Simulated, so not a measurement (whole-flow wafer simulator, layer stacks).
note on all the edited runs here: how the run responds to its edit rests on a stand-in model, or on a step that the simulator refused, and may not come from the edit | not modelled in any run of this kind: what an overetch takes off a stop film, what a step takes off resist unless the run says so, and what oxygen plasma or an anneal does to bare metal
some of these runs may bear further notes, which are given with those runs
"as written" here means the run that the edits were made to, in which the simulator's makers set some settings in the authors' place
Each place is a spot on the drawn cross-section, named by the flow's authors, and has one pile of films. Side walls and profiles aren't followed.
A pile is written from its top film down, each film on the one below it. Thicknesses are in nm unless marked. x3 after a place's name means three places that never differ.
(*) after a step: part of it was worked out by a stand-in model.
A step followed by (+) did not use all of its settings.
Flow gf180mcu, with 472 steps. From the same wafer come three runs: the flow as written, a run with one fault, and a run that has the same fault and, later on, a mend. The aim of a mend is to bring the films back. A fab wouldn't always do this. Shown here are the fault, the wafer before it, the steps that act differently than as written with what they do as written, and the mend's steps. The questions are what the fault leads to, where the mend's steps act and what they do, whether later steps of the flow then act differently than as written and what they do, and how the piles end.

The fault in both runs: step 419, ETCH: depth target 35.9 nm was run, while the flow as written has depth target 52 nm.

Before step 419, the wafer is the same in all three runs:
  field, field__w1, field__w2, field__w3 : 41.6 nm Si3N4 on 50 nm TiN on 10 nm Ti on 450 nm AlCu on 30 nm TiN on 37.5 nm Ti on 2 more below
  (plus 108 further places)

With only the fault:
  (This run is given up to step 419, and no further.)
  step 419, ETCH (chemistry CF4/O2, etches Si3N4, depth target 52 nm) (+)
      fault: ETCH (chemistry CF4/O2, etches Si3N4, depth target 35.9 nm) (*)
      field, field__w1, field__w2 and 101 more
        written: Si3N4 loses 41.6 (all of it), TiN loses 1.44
        fault: Si3N4 loses 35.9
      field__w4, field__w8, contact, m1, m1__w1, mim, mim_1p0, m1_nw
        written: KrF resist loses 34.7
        fault: KrF resist loses 23.9
  Once step 419 is done, the piles at field, field__w1, field__w2 and 101 more depart from the flow's by more than 2% or 0.5 nm, whichever is larger.
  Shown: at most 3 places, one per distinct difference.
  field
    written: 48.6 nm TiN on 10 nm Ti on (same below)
    fault: 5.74 nm Si3N4 on 50 nm TiN on 10 nm Ti on (same below)

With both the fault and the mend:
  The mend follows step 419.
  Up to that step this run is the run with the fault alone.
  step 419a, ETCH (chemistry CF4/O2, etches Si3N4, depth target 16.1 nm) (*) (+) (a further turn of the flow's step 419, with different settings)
      field, field__w1, field__w2 and 101 more
        Si3N4 loses 5.74 (all of it), TiN loses 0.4
      field__w4, field__w8, contact, m1, m1__w1, mim, mim_1p0, m1_nw
        KrF resist loses 5.74
  Steps later in the flow that act otherwise than as written (1 more step, not shown, differs only slightly: by at most 2% or 0.5 nm, whichever is larger):
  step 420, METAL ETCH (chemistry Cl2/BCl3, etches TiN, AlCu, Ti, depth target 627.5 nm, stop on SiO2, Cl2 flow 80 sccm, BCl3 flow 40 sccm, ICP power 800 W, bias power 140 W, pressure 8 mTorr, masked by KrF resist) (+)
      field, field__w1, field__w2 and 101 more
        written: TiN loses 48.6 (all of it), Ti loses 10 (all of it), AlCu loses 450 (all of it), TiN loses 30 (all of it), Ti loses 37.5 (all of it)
        mend: TiN loses 49.6 (all of it), Ti loses 10 (all of it), AlCu loses 450 (all of it), TiN loses 30 (all of it), Ti loses 37.5 (all of it)
  By the end, the piles equal the flow's at every place that both follow.
